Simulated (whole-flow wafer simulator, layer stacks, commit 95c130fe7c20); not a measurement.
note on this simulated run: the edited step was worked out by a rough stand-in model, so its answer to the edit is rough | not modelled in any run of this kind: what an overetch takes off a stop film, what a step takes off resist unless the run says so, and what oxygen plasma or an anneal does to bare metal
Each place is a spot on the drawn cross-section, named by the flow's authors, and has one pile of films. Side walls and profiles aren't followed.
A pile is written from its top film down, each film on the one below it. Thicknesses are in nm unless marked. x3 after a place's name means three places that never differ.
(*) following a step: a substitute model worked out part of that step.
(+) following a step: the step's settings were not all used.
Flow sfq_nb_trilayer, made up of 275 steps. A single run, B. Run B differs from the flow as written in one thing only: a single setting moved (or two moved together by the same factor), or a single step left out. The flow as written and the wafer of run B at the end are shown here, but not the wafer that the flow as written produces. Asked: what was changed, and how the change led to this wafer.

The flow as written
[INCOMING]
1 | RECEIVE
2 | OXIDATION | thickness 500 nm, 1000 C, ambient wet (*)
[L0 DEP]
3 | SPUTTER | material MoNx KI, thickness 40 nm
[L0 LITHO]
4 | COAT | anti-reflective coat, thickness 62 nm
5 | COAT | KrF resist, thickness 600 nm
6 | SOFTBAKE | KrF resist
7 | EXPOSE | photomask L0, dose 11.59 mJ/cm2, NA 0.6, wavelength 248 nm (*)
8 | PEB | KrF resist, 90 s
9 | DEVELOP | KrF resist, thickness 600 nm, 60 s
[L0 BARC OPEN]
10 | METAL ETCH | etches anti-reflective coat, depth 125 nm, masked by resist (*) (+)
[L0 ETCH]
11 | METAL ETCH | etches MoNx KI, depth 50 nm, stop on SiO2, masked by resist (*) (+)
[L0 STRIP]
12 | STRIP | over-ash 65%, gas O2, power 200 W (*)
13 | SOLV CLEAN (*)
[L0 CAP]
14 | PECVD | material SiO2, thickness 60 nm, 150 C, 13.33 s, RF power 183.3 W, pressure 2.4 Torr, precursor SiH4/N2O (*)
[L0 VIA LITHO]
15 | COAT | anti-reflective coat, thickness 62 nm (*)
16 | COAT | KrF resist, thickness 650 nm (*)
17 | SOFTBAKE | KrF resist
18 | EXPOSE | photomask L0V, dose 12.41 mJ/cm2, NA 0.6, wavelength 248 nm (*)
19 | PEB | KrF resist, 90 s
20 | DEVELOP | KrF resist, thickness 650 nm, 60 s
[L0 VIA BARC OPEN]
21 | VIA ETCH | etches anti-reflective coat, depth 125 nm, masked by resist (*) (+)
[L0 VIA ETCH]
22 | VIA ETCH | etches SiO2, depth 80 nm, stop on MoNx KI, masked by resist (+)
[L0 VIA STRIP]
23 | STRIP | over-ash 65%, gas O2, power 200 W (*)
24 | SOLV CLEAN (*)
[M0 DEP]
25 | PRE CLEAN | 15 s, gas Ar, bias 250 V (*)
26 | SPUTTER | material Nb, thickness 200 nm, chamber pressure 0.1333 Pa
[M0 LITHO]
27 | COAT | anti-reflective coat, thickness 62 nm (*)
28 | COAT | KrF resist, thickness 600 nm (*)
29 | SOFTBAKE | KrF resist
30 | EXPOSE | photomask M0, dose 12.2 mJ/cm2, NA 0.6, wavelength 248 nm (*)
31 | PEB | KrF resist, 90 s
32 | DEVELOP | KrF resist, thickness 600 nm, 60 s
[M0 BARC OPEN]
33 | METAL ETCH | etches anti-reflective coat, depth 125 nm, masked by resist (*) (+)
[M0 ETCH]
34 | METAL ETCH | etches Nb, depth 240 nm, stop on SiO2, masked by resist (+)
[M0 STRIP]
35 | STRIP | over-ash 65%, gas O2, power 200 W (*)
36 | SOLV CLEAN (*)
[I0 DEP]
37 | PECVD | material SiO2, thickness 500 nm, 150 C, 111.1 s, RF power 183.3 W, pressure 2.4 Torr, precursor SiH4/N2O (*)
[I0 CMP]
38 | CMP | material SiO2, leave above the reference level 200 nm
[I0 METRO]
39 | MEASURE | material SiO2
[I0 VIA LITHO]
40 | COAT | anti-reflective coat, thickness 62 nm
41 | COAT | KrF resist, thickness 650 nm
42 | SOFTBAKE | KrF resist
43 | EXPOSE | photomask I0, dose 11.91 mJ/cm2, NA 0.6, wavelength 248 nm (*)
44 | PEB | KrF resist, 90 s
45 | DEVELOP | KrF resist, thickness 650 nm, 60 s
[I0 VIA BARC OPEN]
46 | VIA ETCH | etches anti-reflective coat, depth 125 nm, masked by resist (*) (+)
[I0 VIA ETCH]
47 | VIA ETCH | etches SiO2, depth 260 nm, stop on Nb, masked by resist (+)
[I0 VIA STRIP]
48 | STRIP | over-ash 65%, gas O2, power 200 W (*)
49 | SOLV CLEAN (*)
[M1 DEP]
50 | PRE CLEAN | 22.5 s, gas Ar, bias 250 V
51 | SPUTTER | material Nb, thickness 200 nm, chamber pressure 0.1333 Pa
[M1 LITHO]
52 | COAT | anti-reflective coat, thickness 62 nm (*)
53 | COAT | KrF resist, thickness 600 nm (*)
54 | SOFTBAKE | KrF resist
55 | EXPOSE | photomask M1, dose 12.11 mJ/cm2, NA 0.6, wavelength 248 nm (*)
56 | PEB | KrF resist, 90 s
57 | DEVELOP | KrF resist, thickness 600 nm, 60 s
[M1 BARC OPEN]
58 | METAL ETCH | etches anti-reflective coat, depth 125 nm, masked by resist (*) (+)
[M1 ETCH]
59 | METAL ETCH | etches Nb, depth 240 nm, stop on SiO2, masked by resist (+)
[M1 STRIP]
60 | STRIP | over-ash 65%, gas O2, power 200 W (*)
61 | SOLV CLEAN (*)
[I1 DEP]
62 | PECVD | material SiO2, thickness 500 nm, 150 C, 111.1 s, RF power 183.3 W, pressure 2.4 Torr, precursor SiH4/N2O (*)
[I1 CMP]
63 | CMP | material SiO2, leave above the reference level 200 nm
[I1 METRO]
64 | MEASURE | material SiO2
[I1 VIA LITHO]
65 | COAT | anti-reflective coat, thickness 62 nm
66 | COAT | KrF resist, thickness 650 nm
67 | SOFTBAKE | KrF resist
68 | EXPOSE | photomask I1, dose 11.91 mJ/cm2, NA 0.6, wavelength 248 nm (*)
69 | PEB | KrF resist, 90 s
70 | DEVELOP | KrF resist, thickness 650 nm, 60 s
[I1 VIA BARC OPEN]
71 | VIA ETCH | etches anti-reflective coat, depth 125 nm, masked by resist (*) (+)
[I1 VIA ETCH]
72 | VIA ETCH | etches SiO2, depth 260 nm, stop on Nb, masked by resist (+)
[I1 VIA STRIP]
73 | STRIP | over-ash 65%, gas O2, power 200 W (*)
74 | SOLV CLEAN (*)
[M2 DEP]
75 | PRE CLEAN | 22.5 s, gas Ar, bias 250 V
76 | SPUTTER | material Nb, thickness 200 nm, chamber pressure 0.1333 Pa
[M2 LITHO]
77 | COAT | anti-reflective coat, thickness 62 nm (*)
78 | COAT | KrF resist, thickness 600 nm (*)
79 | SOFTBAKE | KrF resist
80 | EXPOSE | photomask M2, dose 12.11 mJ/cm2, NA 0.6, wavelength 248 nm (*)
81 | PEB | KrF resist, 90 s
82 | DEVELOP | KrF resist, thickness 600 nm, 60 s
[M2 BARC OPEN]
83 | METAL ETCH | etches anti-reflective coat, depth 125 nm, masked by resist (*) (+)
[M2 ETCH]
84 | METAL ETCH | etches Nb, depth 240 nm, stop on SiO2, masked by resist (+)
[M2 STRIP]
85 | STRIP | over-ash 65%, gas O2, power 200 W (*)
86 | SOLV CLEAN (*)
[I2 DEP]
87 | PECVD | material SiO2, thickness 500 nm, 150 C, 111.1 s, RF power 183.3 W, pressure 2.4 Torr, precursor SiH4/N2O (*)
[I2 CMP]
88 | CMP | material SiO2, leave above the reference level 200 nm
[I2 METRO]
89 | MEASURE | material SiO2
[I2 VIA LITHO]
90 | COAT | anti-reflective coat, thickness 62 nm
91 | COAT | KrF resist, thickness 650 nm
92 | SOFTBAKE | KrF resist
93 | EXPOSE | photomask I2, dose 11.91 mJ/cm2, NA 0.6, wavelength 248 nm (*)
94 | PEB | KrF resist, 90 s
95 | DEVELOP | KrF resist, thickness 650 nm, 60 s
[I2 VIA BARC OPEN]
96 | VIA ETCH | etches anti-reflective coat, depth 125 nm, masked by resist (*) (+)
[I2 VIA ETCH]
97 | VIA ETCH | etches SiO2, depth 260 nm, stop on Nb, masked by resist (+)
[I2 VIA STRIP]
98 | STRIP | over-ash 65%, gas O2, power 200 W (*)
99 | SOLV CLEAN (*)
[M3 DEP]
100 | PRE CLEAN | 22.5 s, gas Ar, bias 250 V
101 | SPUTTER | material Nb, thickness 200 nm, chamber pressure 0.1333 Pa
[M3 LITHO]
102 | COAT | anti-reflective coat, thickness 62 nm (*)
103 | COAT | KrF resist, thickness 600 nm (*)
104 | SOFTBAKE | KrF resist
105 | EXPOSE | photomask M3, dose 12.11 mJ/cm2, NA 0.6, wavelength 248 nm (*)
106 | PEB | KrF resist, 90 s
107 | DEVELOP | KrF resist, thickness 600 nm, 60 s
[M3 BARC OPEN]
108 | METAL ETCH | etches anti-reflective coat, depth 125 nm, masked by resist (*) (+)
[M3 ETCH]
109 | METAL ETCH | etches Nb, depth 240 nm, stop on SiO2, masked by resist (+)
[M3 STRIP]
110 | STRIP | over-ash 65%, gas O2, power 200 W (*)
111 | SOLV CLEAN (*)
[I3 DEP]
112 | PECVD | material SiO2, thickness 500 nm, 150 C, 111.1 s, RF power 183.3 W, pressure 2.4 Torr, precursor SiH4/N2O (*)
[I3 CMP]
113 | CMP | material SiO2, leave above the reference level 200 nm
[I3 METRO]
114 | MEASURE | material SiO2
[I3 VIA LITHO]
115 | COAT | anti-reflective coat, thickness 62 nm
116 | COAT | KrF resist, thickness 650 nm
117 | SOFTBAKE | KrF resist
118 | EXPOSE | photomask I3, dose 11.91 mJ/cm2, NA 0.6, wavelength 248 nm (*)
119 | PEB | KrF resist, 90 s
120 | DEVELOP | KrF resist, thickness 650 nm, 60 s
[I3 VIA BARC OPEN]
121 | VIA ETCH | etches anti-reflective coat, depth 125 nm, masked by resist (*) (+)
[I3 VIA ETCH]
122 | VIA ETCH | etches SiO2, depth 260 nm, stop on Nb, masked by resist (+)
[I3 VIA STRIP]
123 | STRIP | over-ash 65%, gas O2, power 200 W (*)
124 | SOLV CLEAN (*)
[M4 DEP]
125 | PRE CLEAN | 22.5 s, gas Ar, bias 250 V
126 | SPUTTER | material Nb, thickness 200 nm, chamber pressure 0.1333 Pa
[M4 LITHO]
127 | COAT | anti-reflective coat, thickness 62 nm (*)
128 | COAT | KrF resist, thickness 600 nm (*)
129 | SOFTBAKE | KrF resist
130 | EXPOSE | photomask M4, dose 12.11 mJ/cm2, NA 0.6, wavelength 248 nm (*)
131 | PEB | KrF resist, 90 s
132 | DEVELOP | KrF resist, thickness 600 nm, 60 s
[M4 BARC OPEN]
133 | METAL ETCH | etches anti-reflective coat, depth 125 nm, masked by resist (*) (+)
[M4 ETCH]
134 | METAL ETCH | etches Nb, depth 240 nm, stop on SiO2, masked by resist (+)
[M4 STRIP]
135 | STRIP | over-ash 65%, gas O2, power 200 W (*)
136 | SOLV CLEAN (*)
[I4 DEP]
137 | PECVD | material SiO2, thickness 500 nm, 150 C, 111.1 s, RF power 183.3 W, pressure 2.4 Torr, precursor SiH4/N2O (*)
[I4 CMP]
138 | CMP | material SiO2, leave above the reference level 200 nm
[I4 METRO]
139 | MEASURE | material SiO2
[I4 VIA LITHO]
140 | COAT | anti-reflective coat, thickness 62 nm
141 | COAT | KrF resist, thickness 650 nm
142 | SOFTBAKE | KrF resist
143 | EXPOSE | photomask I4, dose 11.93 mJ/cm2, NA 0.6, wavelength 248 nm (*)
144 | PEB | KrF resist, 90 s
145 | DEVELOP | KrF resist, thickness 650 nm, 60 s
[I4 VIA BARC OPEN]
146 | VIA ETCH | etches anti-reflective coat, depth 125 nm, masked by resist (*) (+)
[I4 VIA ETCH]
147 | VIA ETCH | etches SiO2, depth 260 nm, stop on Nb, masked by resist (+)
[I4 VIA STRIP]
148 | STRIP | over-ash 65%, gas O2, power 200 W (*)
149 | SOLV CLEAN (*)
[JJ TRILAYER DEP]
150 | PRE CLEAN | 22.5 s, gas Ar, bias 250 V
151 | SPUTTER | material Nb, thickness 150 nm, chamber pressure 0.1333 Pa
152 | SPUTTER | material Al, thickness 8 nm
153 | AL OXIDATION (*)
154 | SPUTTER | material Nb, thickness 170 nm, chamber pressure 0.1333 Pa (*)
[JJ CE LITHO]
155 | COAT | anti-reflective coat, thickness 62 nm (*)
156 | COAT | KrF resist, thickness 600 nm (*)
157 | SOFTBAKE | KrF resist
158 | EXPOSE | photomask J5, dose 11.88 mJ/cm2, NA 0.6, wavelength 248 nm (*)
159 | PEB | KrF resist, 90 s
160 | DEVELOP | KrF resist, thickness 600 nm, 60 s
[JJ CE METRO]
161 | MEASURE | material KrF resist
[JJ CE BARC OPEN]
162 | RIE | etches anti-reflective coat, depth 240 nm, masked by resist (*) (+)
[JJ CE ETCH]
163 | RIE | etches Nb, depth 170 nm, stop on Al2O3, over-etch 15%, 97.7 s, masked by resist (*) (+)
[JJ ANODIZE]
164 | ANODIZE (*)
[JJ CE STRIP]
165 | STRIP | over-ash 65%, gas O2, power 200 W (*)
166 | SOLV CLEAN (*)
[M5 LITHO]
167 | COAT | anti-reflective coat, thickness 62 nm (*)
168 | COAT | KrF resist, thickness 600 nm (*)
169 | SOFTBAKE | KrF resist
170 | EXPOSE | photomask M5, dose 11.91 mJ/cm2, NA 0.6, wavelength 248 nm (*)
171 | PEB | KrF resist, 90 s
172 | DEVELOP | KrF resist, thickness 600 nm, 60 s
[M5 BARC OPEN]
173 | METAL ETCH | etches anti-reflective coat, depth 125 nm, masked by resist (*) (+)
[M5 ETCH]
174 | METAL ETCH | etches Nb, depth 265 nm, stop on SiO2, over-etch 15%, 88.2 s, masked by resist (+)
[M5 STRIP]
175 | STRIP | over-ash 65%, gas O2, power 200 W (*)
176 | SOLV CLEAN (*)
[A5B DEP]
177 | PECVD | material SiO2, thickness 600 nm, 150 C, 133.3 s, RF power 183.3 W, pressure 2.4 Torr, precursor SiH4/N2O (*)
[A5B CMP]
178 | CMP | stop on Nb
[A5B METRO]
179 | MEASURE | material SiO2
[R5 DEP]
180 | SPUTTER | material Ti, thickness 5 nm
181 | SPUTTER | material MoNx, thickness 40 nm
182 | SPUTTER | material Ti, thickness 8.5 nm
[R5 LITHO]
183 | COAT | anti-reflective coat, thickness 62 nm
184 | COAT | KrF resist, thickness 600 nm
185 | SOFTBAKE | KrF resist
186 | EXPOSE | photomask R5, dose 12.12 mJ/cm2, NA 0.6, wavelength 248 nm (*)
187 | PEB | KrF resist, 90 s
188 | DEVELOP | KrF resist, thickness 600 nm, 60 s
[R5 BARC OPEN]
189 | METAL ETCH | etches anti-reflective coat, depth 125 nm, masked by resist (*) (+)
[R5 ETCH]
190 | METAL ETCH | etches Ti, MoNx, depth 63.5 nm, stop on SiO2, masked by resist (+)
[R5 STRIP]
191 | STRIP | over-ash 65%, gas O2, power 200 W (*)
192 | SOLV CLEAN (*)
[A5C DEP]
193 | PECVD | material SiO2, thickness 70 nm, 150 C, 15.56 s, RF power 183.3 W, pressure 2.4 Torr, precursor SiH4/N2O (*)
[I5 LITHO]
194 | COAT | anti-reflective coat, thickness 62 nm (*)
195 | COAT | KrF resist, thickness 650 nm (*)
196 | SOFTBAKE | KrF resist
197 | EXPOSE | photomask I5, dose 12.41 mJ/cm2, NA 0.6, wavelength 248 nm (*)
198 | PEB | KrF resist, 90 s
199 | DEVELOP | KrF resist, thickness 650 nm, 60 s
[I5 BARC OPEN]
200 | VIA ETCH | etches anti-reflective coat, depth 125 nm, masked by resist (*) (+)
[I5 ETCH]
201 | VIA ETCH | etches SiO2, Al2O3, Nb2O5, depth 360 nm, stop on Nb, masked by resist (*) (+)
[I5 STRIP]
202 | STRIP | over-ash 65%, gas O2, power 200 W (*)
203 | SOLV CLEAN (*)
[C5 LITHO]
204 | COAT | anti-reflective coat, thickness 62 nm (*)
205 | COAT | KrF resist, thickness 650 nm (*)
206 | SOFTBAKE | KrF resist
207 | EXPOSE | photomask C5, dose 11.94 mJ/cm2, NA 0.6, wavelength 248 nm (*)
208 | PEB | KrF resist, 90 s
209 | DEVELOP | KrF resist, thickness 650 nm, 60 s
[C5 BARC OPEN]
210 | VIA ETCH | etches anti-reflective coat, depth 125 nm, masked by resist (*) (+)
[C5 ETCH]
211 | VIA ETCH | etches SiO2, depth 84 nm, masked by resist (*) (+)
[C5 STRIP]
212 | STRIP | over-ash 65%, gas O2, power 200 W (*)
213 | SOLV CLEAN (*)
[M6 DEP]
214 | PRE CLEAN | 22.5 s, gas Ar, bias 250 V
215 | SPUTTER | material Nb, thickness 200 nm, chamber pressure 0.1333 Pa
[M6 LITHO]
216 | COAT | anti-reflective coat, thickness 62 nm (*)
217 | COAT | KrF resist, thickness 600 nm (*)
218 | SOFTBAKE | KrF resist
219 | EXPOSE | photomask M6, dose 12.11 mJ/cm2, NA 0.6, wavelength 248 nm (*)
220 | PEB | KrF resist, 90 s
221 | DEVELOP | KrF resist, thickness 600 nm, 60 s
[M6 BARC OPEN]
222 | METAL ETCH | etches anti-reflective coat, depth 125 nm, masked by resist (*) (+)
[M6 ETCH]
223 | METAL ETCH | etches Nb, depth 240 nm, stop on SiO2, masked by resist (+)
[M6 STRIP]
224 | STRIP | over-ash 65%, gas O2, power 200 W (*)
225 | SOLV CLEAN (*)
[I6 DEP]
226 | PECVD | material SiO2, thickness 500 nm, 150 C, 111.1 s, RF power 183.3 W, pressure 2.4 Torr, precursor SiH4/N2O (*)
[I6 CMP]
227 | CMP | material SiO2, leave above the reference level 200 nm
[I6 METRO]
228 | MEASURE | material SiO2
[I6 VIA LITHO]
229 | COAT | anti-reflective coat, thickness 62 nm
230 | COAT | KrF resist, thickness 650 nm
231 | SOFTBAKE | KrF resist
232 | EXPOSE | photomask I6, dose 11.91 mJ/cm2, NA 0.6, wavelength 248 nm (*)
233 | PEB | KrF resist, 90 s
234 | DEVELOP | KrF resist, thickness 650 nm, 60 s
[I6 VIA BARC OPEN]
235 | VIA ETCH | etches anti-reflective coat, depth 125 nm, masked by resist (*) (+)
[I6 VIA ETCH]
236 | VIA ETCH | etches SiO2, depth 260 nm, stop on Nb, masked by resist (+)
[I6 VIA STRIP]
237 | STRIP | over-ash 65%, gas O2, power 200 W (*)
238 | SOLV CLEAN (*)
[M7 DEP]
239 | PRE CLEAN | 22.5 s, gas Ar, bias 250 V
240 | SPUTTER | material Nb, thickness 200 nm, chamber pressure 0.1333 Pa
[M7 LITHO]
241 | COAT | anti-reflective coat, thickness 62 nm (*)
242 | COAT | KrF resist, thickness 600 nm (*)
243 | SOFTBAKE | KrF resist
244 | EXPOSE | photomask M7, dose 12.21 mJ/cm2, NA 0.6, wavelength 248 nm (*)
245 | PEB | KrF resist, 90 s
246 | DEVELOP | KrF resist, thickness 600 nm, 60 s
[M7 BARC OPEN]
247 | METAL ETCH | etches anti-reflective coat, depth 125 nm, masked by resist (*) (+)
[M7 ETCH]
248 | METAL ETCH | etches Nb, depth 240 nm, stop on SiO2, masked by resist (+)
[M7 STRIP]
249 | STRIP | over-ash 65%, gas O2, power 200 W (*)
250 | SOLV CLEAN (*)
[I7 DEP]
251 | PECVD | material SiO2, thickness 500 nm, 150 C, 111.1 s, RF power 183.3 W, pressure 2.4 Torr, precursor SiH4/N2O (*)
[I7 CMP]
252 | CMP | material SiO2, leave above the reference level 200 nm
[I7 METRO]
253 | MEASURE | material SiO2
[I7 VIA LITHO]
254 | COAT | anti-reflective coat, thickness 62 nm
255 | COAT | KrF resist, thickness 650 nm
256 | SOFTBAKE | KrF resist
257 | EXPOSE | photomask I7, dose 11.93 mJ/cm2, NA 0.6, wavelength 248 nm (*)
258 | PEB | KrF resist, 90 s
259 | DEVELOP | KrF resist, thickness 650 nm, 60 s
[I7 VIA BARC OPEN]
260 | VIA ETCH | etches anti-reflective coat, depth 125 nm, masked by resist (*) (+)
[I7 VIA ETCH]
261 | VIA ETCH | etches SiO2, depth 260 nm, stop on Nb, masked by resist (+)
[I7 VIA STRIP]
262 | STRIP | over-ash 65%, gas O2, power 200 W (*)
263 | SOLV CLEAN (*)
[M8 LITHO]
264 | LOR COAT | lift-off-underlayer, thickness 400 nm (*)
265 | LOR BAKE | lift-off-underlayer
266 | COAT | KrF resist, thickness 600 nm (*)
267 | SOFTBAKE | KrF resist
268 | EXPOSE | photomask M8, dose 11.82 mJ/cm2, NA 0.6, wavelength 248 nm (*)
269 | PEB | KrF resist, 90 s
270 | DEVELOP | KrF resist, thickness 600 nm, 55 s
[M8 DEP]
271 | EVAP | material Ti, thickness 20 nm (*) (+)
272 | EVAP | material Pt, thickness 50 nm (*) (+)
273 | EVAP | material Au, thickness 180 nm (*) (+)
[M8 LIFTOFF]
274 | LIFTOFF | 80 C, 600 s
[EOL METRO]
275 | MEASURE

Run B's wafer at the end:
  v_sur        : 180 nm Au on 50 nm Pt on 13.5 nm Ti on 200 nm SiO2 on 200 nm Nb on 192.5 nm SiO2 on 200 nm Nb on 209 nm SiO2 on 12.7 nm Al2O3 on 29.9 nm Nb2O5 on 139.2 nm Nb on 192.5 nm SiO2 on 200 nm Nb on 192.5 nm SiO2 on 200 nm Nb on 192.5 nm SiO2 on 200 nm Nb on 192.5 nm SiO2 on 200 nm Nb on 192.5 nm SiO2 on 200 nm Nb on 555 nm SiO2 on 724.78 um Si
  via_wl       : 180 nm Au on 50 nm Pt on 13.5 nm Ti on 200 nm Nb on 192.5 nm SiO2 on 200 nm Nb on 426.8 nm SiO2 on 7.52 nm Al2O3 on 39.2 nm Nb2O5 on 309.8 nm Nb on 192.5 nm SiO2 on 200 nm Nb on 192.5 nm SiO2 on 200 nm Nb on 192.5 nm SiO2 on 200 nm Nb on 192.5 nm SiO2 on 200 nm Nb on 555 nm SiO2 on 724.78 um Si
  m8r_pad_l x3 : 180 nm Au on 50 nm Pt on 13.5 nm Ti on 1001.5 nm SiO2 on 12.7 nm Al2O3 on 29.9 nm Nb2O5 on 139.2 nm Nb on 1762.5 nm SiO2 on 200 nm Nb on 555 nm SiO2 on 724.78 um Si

Cause: step 271, EVAP: thickness 13.5 nm was run, whereas the flow has thickness 20 nm.
The wafer lets one read it off: v_sur has Ti 13.5, and step 271 as written asks for 20 nm.

How this came from the change, step by step:
  271 | EVAP | material Ti, thickness 20 nm (*) (+)
      field_l, v_sur, via_wl and 103 more: +13.5 Ti (new film) (as written it would have been: +20 Ti (new film))
  274 | LIFTOFF | 80 C, 600 s
      p4_fl x3, p4_w1 x9, p4_g1 x2 and 60 more: -180 Au (all of it), -50 Pt (all of it), -13.5 Ti (all of it), -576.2 KrF resist (all of it), -400 lift-off-underlayer (all of it) (as written it would have been: -180 Au (all of it), -50 Pt (all of it), -20 Ti (all of it), -576.2 KrF resist (all of it), -400 lift-off-underlayer (all of it))
      c5j, ce_r: -180 Au (all of it), -50 Pt (all of it), -13.5 Ti (all of it), -573.3 KrF resist (all of it), -399.3 lift-off-underlayer (all of it) (as written it would have been: -180 Au (all of it), -50 Pt (all of it), -20 Ti (all of it), -573.3 KrF resist (all of it), -399.3 lift-off-underlayer (all of it))
      (as well as at 19 more places)
